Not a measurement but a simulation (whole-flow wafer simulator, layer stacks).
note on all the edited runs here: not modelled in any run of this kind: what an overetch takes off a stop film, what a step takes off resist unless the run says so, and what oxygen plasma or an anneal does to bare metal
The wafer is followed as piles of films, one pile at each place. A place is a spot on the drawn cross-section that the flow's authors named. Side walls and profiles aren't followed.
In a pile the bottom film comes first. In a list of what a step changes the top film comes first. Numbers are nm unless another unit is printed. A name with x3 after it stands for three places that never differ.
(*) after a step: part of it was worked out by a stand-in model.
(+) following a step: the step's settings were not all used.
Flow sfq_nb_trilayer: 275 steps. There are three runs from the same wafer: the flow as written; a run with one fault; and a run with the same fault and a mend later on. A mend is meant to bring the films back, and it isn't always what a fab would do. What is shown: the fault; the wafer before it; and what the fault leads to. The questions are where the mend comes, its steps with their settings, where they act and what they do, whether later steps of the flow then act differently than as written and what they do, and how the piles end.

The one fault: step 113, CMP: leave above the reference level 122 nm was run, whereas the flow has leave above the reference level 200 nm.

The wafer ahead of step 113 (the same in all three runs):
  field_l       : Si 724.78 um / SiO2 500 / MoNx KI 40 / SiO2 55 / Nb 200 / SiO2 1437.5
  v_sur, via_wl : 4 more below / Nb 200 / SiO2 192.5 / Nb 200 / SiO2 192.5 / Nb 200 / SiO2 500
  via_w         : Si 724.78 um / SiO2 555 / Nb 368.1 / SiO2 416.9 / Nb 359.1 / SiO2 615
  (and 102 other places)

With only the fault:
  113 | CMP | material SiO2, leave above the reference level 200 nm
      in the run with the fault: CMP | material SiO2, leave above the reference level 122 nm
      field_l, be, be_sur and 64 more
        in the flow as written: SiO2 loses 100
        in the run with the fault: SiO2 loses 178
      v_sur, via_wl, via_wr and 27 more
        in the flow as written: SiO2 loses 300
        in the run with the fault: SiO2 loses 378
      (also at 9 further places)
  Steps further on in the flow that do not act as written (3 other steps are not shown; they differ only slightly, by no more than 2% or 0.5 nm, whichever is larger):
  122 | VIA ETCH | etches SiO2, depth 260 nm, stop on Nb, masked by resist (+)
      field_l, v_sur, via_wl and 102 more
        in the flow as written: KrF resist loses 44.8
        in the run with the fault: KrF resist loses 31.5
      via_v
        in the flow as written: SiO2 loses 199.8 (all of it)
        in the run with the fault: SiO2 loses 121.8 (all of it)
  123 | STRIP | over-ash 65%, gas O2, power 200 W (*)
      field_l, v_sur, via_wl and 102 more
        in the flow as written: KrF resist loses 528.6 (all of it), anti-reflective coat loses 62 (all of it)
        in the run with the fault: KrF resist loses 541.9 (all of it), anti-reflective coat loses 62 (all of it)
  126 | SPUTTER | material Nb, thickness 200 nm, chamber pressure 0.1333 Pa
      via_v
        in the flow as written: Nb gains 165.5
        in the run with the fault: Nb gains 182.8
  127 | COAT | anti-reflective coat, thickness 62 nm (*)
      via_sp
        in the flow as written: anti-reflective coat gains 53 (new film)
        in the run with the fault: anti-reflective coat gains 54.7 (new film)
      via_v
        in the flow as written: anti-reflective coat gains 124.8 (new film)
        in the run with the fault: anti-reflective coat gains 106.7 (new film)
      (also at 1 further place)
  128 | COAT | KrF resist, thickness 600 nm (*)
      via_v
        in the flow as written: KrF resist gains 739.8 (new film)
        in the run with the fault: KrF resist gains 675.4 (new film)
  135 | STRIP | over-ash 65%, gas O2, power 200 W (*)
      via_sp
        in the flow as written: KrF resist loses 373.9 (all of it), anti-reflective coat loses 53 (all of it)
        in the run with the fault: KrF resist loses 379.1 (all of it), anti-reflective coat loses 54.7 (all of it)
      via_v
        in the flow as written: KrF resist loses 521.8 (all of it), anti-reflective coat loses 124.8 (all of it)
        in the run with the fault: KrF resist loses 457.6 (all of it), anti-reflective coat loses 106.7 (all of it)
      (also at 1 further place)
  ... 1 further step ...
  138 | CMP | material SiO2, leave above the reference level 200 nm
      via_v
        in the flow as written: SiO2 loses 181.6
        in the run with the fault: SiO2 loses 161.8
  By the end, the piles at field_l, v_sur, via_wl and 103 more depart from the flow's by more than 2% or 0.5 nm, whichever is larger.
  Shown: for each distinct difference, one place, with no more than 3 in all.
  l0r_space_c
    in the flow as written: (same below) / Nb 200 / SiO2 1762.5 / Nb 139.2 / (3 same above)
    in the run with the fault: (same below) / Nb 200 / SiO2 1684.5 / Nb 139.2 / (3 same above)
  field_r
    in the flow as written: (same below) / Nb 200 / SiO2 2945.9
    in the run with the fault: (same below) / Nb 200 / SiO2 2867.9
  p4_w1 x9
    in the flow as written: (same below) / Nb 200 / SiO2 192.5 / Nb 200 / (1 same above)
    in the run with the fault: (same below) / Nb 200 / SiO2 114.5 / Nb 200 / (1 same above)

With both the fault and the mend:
  The mend follows step 120.
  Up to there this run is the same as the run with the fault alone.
  120a | STRIP | over-ash 65%, gas O2, power 200 W (*)
      field_l, v_sur, via_wl and 102 more
        KrF resist loses 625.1 (all of it), anti-reflective coat loses 62 (all of it)
      via_v
        anti-reflective coat loses 62 (all of it)
  120b | PECVD | material SiO2, thickness 78 nm, 150 C, 17.33 s, RF power 183.3 W, pressure 2.4 Torr, precursor SiH4/N2O (a further turn of the flow's step 112, with different settings)
      field_l, v_sur, via_wl and 103 more
        SiO2 gains 78
  120c | COAT | anti-reflective coat, thickness 62 nm (a further turn of the flow's step 115)
      field_l, v_sur, via_wl and 103 more
        anti-reflective coat gains 62 (new film)
  120d | COAT | KrF resist, thickness 650 nm (a further turn of the flow's step 116)
      field_l, v_sur, via_wl and 103 more
        KrF resist gains 650 (new film)
  120e | SOFTBAKE | KrF resist (a further turn of the flow's step 117)
      alters no film at any place that is followed
  120f | EXPOSE | photomask I3, dose 11.91 mJ/cm2, NA 0.6, wavelength 248 nm (*) (a further turn of the flow's step 118)
      alters no film at any place that is followed
  120g | PEB | KrF resist, 90 s (a further turn of the flow's step 119)
      field_l, v_sur, via_wl and 103 more
        KrF resist loses 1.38
  120h | DEVELOP | KrF resist, thickness 650 nm, 60 s (a further turn of the flow's step 120)
      field_l, v_sur, via_wl and 102 more
        KrF resist loses 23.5
      via_v
        KrF resist loses 648.6 (all of it)
  None of the later steps of the flow acts differently than as written at any place that is followed.
  The piles end the same as the flow's at every place that both follow.
